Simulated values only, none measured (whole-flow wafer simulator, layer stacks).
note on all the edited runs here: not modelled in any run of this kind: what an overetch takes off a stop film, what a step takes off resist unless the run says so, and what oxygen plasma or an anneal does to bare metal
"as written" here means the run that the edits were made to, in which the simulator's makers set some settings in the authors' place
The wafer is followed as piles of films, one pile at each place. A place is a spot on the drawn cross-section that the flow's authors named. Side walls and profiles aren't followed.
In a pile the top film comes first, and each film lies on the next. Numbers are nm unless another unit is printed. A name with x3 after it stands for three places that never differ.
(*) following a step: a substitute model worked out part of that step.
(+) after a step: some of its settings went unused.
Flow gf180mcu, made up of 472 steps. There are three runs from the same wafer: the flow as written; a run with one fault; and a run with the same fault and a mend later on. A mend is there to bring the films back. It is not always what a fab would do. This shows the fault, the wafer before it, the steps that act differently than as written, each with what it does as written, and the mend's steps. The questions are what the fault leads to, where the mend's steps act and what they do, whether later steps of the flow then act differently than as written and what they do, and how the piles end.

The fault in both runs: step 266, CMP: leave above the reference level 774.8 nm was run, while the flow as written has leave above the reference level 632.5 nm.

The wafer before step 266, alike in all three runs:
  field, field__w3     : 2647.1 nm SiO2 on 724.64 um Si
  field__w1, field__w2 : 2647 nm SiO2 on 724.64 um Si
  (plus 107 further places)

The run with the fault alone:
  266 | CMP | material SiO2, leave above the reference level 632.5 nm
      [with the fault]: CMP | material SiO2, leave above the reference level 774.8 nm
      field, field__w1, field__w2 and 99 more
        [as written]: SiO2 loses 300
        [with the fault]: SiO2 loses 157.7
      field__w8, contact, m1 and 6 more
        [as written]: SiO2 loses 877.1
        [with the fault]: SiO2 loses 734.8
  Later steps of the flow acting differently than as written:
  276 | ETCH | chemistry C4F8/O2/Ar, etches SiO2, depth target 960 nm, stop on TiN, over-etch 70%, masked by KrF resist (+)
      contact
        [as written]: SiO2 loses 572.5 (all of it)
        [with the fault]: SiO2 loses 714.8 (all of it)
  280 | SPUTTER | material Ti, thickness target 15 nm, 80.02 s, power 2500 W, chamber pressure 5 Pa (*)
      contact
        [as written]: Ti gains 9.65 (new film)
        [with the fault]: Ti gains 8.89 (new film)
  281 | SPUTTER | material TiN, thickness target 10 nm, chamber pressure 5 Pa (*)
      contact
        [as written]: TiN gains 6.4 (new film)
        [with the fault]: TiN gains 5.89 (new film)
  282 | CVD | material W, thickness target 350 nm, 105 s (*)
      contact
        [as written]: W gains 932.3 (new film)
        [with the fault]: W gains 1075.9 (new film)
  The piles end different from the flow's at field__w4, field__w8, contact and 9 more by more than 2% or 0.5 nm, whichever is larger.
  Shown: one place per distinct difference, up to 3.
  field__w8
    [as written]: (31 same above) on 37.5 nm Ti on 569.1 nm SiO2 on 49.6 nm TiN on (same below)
    [with the fault]: (31 same above) on 37.5 nm Ti on 711.4 nm SiO2 on 49.6 nm TiN on (same below)
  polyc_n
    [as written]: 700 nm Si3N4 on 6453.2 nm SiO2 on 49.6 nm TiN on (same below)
    [with the fault]: 700 nm Si3N4 on 6595.5 nm SiO2 on 49.6 nm TiN on (same below)
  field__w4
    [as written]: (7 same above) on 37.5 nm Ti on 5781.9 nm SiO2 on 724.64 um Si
    [with the fault]: (7 same above) on 37.5 nm Ti on 5924.2 nm SiO2 on 724.64 um Si

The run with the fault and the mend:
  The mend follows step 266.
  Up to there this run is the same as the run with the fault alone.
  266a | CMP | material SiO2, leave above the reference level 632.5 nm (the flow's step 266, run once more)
      field, field__w1, field__w2 and 108 more
        SiO2 loses 142.3
  None of the later steps of the flow acts differently than as written at any place that is followed.
  The piles end the same as the flow's at every place that both follow.
